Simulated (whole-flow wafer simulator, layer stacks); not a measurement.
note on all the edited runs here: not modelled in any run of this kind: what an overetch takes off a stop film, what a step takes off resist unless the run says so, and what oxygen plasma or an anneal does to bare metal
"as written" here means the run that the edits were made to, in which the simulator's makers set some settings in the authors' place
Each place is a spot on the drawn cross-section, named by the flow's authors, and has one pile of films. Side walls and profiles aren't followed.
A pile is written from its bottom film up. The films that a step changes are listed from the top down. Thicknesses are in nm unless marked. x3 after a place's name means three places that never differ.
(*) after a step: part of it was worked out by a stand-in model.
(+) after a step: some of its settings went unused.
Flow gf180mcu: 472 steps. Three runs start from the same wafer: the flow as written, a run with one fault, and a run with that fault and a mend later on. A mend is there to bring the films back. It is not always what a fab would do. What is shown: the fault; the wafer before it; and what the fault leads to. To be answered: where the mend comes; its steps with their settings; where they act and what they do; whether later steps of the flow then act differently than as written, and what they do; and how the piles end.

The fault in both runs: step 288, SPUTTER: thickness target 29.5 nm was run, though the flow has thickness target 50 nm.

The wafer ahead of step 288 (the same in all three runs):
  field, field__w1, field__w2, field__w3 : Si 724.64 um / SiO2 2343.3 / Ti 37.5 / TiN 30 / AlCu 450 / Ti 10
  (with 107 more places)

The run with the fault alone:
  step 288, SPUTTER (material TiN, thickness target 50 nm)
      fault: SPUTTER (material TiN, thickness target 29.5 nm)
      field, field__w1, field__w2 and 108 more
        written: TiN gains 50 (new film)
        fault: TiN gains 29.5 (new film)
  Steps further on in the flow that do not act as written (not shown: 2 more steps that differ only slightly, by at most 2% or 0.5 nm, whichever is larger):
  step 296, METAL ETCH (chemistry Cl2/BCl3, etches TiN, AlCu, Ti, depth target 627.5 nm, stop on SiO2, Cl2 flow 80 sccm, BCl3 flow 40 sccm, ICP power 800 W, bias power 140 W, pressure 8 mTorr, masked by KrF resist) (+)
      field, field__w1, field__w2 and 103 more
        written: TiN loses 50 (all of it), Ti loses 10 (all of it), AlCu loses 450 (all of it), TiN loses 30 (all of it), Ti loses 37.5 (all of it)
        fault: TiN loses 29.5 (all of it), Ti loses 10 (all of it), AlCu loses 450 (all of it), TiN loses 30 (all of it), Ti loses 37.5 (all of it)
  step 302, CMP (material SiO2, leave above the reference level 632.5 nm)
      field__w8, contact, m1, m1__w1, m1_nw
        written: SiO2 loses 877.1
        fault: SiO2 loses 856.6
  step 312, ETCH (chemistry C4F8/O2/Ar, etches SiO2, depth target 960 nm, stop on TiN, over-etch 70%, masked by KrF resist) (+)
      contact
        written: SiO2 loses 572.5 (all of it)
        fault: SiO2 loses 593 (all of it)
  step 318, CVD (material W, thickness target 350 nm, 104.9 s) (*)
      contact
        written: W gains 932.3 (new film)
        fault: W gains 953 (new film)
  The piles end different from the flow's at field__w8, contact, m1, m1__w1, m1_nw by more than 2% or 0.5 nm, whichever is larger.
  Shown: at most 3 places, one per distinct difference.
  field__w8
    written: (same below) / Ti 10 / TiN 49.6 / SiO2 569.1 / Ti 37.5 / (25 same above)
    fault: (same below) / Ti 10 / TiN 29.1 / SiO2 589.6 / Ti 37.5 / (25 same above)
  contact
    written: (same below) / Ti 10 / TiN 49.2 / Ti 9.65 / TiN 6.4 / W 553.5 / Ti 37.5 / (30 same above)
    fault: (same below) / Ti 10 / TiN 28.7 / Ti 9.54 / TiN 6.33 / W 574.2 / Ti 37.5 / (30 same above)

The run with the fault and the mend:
  After step 288 comes the mend.
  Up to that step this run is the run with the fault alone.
  step 288a, SPUTTER (material TiN, thickness target 20.5 nm) (a further turn of the flow's step 288, with different settings)
      field, field__w1, field__w2 and 108 more
        TiN gains 20.5
  None of the later steps of the flow acts differently than as written at any place that is followed.
  By the end, the piles equal the flow's at every place that both follow.
